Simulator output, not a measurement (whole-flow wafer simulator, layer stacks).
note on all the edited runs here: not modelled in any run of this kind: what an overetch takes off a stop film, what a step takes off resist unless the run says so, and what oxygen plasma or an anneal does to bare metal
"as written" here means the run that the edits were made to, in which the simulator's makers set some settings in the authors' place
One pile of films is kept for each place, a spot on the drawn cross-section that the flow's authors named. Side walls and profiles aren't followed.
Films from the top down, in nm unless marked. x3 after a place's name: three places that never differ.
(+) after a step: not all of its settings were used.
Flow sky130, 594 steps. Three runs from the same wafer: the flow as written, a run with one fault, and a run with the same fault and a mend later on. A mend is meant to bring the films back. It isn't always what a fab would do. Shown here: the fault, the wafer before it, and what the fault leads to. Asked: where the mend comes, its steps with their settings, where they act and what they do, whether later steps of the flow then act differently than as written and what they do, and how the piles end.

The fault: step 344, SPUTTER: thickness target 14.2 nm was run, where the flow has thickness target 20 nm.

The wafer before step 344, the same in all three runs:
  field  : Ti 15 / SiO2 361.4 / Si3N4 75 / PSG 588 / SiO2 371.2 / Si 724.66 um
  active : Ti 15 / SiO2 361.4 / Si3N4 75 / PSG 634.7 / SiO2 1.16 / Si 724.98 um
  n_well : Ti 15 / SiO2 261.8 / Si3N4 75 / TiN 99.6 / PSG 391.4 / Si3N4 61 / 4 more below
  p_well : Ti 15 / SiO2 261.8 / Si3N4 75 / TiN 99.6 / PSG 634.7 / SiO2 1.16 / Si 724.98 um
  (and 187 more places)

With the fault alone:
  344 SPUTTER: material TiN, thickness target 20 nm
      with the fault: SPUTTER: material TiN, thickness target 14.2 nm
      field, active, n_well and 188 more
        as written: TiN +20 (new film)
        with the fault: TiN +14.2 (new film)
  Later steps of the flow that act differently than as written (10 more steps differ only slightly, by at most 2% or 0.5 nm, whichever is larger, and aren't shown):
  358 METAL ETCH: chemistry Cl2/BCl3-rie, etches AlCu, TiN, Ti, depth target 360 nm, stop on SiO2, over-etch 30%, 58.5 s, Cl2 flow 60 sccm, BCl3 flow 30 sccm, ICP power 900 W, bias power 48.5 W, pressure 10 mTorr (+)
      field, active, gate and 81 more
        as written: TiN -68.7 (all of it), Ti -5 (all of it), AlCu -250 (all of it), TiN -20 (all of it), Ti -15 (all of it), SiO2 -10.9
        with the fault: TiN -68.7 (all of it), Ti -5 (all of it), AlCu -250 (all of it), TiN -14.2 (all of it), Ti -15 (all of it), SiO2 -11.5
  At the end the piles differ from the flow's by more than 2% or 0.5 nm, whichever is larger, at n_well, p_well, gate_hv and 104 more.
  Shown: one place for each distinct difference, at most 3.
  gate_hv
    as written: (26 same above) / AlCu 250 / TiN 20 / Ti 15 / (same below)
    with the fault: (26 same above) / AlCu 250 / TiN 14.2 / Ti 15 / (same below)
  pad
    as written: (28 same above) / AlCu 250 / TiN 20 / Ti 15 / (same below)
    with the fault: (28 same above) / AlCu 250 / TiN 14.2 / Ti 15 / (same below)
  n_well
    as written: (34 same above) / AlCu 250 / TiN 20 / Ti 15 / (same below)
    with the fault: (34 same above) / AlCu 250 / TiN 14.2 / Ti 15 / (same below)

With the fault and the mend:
  The mend comes after step 344.
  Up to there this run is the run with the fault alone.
  344a SPUTTER: material TiN, thickness target 5.8 nm (the flow's step 344 once more, with other settings)
      field, active, n_well and 188 more
        TiN +5.8
  No later step of the flow acts differently than as written at any place that is followed.
  At the end the piles are the same as the flow's at every place that both follow.
